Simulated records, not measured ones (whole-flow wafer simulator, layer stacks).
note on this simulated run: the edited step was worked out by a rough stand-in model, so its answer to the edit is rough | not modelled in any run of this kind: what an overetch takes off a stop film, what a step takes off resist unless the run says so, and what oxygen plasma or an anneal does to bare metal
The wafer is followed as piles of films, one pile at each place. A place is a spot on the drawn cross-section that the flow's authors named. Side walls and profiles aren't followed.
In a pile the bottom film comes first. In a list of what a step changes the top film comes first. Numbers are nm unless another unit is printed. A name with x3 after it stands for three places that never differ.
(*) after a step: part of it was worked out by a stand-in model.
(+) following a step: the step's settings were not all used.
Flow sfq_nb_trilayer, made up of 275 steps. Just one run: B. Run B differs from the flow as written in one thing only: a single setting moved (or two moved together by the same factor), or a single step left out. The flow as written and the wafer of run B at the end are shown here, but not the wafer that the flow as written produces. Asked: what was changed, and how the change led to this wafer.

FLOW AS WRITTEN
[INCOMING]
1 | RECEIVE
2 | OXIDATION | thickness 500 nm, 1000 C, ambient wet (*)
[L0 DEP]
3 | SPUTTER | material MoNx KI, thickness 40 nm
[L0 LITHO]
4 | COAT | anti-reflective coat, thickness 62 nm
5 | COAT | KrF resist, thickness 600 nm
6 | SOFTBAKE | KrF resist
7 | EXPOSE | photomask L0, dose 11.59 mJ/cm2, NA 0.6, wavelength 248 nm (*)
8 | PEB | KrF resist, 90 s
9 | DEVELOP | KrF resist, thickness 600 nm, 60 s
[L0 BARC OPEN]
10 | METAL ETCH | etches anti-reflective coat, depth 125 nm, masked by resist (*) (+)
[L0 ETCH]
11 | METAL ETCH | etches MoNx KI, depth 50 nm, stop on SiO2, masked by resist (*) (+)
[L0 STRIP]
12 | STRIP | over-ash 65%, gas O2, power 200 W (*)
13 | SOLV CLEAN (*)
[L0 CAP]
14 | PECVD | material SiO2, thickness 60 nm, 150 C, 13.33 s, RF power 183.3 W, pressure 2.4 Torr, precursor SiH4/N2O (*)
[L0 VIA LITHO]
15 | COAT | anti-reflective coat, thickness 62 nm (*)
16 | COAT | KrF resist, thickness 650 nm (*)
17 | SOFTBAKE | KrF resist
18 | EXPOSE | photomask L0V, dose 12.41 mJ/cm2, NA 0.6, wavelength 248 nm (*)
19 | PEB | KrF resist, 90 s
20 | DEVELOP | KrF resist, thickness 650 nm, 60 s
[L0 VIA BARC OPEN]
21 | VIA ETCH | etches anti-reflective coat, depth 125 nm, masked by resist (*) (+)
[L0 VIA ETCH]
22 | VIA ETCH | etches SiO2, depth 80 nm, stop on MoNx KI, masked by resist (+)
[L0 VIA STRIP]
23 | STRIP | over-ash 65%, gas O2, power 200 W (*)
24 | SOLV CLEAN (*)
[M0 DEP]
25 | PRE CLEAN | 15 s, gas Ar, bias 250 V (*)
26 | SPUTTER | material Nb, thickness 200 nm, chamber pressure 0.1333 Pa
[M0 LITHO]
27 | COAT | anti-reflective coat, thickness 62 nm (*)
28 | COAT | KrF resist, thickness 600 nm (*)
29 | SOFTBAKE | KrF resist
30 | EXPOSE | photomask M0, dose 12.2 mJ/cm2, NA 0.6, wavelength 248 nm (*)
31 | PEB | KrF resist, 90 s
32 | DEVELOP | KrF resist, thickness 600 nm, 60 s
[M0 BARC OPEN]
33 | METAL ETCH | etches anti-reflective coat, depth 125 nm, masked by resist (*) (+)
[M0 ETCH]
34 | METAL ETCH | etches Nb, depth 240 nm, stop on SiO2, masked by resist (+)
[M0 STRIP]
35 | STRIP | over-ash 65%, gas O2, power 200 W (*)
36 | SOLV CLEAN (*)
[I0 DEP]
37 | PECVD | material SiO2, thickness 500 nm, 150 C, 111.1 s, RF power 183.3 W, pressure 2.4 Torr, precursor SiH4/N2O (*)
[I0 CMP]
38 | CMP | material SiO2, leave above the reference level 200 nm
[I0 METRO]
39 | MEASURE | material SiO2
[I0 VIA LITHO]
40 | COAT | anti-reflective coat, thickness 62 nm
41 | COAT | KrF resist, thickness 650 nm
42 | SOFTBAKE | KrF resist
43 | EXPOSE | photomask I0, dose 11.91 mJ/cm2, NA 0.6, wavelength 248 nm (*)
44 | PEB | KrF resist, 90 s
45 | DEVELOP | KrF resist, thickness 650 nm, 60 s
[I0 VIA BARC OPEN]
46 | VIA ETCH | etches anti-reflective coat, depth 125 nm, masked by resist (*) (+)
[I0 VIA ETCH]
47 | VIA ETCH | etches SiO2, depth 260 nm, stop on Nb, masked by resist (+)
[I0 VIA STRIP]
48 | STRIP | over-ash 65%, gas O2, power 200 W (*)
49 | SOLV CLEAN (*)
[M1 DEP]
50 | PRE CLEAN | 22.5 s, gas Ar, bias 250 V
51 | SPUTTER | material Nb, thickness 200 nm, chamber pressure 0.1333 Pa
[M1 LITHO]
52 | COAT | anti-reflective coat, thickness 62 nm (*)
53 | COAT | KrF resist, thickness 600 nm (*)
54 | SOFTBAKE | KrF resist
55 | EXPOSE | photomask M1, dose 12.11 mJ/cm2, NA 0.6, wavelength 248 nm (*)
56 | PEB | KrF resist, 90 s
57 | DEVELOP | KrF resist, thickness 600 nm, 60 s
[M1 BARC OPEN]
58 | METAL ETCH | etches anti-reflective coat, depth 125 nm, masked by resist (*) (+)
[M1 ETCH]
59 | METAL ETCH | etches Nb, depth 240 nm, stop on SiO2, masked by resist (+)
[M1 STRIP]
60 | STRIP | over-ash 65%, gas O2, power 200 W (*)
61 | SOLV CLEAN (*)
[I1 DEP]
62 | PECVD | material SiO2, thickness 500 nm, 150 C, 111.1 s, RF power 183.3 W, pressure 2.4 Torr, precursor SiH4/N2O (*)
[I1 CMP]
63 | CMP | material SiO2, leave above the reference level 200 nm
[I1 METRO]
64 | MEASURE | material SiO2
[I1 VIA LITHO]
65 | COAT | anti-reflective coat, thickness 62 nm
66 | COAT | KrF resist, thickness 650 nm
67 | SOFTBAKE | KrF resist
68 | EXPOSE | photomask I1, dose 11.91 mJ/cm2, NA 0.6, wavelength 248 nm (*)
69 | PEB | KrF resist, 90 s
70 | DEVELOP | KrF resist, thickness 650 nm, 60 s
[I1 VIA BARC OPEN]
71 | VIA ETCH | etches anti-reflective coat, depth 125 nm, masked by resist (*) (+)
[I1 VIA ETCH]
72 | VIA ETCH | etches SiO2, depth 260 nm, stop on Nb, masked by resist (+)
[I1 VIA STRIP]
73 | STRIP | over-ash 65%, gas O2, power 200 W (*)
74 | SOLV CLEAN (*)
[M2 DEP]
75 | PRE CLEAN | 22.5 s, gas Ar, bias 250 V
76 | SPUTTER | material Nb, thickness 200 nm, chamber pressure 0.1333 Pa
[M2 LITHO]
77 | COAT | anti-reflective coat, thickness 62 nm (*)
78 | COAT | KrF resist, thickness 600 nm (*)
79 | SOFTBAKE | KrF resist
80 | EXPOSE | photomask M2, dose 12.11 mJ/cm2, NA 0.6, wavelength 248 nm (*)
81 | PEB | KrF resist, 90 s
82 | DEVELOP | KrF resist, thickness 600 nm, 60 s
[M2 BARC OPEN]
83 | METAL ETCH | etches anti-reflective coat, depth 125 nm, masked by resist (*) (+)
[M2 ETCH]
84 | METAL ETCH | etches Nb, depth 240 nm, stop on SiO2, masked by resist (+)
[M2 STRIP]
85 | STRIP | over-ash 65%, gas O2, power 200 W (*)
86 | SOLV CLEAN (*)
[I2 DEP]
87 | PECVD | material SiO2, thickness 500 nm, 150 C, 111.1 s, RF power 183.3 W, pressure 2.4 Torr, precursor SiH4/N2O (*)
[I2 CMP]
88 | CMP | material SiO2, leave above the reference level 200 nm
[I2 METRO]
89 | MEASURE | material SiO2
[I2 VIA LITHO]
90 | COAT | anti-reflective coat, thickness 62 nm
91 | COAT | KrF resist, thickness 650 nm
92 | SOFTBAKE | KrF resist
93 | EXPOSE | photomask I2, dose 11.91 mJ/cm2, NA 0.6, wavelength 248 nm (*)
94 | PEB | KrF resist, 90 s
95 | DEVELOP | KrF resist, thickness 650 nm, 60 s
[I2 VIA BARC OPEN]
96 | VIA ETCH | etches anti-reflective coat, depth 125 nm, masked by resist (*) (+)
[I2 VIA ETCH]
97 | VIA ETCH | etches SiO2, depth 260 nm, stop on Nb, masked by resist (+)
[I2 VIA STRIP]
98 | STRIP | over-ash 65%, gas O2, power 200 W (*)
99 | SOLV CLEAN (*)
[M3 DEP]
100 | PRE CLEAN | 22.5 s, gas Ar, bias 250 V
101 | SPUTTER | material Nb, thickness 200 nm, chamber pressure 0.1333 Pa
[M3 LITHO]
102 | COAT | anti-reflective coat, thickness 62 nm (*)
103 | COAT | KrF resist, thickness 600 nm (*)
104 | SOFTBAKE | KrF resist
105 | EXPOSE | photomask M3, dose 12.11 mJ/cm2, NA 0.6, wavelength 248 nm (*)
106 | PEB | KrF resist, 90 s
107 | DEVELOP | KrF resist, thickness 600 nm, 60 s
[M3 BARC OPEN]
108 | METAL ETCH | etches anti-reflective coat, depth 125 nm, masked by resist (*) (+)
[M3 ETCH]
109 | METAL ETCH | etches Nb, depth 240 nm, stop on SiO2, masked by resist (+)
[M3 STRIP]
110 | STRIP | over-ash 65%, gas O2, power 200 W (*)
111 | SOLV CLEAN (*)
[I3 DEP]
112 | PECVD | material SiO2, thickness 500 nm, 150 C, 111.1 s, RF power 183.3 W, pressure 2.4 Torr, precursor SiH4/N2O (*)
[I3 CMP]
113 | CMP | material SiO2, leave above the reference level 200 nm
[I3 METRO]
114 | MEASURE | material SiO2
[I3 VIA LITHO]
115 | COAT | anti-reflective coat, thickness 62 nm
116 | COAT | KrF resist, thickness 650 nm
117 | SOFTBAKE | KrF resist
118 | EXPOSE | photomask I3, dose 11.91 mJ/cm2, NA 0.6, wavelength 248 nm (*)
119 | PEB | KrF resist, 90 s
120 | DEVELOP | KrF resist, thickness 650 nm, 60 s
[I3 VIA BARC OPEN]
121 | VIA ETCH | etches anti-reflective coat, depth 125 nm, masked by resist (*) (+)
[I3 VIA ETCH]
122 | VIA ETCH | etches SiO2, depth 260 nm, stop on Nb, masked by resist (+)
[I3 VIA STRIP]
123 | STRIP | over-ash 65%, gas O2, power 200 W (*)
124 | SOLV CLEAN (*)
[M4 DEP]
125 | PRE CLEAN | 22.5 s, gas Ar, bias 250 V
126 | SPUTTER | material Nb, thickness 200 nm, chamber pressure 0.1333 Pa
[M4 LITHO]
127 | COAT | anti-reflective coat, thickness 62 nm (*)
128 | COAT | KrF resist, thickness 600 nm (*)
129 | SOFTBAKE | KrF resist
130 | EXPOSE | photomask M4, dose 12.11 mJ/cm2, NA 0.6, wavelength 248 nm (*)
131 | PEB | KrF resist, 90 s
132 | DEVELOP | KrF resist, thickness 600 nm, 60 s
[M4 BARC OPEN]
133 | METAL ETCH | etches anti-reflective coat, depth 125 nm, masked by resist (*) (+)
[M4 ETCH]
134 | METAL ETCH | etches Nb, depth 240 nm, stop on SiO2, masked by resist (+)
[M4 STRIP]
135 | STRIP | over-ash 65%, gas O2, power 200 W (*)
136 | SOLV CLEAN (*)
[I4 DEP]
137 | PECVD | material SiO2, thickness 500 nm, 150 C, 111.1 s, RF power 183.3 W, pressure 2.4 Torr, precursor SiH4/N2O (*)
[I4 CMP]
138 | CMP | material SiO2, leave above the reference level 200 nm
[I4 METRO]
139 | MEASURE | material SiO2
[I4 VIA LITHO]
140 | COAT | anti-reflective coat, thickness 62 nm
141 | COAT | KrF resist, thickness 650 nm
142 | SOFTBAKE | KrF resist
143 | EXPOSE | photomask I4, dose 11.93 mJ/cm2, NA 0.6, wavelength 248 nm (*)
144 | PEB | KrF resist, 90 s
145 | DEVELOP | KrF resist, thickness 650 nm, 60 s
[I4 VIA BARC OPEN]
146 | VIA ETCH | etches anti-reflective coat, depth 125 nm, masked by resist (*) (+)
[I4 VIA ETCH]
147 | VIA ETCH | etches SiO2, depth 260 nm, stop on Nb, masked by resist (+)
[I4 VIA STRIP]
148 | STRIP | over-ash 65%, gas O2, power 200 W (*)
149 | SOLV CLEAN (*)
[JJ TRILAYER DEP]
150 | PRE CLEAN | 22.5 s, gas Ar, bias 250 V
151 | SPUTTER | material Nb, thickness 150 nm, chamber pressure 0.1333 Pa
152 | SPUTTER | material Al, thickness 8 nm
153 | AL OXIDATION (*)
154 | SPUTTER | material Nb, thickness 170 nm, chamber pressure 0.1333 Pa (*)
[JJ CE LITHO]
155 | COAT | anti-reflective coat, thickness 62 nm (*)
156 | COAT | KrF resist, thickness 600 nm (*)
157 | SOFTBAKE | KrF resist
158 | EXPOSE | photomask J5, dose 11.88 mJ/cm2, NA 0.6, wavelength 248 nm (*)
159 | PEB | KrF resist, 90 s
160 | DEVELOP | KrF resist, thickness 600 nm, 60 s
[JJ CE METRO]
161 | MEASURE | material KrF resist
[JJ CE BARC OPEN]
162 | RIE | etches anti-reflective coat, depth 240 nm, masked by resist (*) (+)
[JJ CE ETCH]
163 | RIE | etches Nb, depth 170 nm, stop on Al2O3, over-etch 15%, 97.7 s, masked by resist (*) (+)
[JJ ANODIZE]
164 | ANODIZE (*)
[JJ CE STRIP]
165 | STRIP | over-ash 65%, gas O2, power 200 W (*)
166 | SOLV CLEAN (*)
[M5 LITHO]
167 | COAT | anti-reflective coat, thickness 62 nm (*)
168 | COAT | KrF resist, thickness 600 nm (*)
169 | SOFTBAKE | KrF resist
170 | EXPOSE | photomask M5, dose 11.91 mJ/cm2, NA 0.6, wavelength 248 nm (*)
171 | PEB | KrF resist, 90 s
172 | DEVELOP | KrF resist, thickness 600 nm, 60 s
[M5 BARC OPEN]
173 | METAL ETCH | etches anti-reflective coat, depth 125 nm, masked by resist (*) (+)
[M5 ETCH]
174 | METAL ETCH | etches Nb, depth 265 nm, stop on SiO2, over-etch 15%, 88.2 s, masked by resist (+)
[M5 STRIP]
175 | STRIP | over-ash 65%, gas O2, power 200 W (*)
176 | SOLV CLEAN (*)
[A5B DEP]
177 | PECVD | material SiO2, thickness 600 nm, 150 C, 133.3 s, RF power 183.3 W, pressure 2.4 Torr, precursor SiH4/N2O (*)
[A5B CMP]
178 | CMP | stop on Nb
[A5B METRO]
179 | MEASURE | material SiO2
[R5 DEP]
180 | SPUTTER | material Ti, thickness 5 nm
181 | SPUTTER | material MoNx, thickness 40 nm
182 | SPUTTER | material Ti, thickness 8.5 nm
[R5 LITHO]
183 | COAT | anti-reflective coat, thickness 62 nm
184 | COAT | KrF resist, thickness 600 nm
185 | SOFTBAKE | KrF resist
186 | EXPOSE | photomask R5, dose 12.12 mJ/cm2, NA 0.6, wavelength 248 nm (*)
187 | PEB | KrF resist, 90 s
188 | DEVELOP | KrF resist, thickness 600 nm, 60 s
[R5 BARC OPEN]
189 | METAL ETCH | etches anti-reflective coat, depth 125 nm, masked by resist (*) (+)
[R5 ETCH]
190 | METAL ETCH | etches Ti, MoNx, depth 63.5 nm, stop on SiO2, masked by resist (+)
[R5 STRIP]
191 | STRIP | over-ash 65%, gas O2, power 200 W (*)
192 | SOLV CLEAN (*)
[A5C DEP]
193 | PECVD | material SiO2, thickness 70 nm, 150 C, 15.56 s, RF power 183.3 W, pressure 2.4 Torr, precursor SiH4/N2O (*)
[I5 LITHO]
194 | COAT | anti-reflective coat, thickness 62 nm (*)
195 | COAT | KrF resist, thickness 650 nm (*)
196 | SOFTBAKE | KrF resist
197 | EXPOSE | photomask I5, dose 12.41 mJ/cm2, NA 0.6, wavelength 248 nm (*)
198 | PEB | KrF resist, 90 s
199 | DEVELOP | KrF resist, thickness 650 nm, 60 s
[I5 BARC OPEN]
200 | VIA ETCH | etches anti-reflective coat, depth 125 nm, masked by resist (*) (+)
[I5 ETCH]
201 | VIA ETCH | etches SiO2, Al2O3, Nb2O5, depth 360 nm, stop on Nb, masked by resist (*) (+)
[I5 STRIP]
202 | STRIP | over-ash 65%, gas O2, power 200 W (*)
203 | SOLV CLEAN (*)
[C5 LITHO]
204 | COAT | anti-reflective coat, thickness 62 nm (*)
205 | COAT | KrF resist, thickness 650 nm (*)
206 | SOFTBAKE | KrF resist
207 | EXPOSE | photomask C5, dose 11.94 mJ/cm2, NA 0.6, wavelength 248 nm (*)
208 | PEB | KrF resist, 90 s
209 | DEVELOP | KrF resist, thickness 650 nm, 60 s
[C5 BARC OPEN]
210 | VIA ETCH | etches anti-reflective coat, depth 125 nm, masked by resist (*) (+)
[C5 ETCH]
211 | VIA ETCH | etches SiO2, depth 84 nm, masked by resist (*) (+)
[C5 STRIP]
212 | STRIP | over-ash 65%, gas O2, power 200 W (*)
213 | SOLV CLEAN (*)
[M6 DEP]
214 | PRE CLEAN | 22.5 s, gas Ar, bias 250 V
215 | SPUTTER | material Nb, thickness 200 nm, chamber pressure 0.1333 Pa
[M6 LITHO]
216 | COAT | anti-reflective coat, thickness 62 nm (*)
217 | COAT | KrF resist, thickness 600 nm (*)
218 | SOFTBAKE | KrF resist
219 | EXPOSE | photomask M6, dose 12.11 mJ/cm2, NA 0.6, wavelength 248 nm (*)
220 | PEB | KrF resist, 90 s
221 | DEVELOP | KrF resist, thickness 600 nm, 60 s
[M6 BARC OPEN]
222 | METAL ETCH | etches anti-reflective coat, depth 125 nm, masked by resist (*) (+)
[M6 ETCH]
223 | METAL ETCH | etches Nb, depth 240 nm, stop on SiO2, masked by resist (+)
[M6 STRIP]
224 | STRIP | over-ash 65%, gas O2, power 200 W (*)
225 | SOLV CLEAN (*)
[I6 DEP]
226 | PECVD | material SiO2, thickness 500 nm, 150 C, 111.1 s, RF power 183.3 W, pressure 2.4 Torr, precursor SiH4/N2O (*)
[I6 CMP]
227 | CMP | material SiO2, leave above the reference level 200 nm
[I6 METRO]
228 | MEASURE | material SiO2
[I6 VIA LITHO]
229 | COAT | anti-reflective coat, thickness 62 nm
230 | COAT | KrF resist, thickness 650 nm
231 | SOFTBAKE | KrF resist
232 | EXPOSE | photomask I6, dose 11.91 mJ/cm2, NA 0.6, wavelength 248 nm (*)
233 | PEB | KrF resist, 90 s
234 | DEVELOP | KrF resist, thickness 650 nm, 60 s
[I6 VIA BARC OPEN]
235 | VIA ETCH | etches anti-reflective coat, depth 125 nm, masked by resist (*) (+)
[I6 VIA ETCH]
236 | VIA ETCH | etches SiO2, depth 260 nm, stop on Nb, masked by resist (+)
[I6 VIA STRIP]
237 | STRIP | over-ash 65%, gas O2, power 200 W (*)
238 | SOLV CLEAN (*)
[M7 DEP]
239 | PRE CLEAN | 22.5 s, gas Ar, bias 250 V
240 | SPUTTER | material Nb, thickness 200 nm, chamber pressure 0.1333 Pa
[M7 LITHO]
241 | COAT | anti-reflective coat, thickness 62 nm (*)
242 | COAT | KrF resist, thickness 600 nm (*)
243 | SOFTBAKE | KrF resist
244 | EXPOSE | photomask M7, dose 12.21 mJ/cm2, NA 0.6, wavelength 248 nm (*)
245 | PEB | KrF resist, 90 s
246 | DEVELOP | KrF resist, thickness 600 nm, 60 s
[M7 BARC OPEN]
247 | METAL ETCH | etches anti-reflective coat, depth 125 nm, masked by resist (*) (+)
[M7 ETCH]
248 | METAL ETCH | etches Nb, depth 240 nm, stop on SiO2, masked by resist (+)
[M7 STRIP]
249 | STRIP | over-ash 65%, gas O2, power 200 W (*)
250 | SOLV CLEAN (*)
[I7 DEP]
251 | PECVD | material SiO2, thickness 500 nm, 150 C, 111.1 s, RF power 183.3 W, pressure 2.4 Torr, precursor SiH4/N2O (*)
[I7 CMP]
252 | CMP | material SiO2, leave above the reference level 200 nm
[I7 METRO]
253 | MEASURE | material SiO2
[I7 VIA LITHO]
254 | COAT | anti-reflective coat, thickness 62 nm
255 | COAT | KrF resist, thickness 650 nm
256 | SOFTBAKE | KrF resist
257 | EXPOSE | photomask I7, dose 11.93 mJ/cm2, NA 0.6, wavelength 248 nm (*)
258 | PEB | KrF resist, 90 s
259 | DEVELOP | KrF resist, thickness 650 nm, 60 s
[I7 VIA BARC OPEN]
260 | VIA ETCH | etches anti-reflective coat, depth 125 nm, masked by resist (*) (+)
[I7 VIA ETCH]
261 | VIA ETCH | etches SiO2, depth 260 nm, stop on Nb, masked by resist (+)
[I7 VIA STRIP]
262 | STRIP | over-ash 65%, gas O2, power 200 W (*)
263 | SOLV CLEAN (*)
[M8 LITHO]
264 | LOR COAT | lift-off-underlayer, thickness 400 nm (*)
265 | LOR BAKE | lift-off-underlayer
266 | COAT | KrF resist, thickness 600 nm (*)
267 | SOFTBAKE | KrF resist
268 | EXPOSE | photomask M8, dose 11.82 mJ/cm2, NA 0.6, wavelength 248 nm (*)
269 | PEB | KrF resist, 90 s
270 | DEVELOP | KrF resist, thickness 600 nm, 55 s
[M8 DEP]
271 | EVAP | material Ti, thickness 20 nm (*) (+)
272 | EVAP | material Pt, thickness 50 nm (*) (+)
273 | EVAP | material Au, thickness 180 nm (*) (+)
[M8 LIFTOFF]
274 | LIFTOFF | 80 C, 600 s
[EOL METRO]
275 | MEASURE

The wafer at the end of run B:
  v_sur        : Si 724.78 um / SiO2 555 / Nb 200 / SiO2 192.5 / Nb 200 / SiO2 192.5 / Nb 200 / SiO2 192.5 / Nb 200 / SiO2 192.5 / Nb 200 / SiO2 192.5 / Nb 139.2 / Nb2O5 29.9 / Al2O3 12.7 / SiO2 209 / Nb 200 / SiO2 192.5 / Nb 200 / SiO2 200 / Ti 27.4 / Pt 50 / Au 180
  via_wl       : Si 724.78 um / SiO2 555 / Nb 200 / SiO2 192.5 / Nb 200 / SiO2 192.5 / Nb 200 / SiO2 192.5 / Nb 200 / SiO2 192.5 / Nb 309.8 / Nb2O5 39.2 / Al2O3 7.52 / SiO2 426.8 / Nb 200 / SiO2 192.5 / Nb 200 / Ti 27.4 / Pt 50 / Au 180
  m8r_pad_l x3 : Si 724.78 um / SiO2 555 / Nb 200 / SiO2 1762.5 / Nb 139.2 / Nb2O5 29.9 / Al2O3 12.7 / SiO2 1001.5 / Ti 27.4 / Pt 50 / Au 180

The reason: step 271, EVAP: thickness 27.4 nm was run, while the flow as written has thickness 20 nm.
The wafer lets one read it off: v_sur has Ti 27.4, and step 271 as written asks for 20 nm.

The path from the change to this, step by step:
  271 | EVAP | material Ti, thickness 20 nm (*) (+)
      field_l, v_sur, via_wl and 103 more: +27.4 Ti (new film) (as written it would have been: +20 Ti (new film))
  274 | LIFTOFF | 80 C, 600 s
      p4_fl x3, p4_w1 x9, p4_g1 x2 and 60 more: -180 Au (all of it), -50 Pt (all of it), -27.4 Ti (all of it), -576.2 KrF resist (all of it), -400 lift-off-underlayer (all of it) (as written it would have been: -180 Au (all of it), -50 Pt (all of it), -20 Ti (all of it), -576.2 KrF resist (all of it), -400 lift-off-underlayer (all of it))
      c5j, ce_r: -180 Au (all of it), -50 Pt (all of it), -27.4 Ti (all of it), -573.3 KrF resist (all of it), -399.3 lift-off-underlayer (all of it) (as written it would have been: -180 Au (all of it), -50 Pt (all of it), -20 Ti (all of it), -573.3 KrF resist (all of it), -399.3 lift-off-underlayer (all of it))
      (also at 19 further places)
